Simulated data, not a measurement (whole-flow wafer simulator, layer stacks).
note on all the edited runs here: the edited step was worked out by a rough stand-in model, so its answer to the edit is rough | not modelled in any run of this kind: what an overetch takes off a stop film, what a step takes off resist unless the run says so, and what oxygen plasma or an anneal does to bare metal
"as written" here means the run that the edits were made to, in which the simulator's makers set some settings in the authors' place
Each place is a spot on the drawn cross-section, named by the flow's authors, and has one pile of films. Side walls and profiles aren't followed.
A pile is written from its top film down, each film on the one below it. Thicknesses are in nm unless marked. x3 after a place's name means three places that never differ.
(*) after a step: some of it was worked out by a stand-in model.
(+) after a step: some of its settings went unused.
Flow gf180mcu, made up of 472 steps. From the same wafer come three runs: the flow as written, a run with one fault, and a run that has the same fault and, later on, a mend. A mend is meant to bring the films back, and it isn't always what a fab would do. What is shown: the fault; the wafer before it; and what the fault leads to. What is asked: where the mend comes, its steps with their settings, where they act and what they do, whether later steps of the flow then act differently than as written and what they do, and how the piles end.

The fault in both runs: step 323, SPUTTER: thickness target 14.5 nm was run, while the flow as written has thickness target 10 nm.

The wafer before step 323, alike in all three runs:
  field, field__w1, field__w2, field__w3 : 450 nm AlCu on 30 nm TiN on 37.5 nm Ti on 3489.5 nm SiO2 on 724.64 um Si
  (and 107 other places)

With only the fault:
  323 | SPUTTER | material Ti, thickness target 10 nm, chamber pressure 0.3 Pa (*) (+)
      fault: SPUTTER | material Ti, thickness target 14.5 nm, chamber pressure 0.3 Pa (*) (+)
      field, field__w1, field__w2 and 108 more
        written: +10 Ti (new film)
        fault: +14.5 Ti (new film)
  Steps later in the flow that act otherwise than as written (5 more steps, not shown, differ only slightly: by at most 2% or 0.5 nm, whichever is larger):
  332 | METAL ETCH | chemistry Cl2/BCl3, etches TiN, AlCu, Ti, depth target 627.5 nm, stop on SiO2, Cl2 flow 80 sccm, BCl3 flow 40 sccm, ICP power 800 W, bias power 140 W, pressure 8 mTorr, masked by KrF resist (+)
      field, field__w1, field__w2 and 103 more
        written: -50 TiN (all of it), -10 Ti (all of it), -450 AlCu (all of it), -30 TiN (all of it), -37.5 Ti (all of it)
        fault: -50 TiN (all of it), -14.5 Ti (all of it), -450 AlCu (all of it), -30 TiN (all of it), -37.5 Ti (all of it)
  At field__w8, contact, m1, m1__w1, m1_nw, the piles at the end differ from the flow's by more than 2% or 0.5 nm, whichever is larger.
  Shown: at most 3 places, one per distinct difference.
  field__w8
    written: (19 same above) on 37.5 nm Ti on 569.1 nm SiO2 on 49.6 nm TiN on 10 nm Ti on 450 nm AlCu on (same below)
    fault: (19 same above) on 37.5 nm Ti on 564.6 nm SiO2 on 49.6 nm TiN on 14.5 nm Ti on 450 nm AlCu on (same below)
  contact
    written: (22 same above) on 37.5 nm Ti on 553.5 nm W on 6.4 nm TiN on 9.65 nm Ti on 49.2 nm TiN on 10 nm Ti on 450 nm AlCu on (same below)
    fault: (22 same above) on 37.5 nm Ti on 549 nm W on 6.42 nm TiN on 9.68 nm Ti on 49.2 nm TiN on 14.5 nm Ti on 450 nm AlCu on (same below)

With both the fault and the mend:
  The mend follows step 331.
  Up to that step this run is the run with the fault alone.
  332 | METAL ETCH | chemistry Cl2/BCl3, etches TiN, AlCu, Ti, depth target 632 nm, stop on SiO2, Cl2 flow 80 sccm, BCl3 flow 40 sccm, ICP power 800 W, bias power 140 W, pressure 8 mTorr, masked by KrF resist (+) (the flow's step 332, where the flow has depth target 627.5 nm)
      field, field__w1, field__w2 and 103 more
        -50 TiN (all of it), -14.5 Ti (all of it), -450 AlCu (all of it), -30 TiN (all of it), -37.5 Ti (all of it)
      field__w8, contact, m1, m1__w1, m1_nw
        -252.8 KrF resist
  Later steps of the flow that are run all act as written at every place that is followed, up to a difference of at most 2% or 0.5 nm, whichever is larger.
  At field__w8, contact, m1, m1__w1, m1_nw, the piles at the end differ from the flow's by more than 2% or 0.5 nm, whichever is larger.
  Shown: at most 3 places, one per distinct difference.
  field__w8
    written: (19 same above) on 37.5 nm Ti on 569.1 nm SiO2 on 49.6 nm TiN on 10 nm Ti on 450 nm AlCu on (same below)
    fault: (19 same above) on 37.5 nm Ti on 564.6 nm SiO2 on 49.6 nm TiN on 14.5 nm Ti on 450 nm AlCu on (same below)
    mend: (19 same above) on 37.5 nm Ti on 564.6 nm SiO2 on 49.6 nm TiN on 14.5 nm Ti on 450 nm AlCu on (same below)
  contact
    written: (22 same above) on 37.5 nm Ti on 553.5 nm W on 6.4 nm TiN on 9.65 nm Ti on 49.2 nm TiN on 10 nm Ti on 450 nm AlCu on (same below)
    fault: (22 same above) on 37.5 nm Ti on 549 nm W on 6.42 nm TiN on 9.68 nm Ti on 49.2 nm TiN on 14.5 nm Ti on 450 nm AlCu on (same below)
    mend: (22 same above) on 37.5 nm Ti on 549 nm W on 6.42 nm TiN on 9.68 nm Ti on 49.2 nm TiN on 14.5 nm Ti on 450 nm AlCu on (same below)
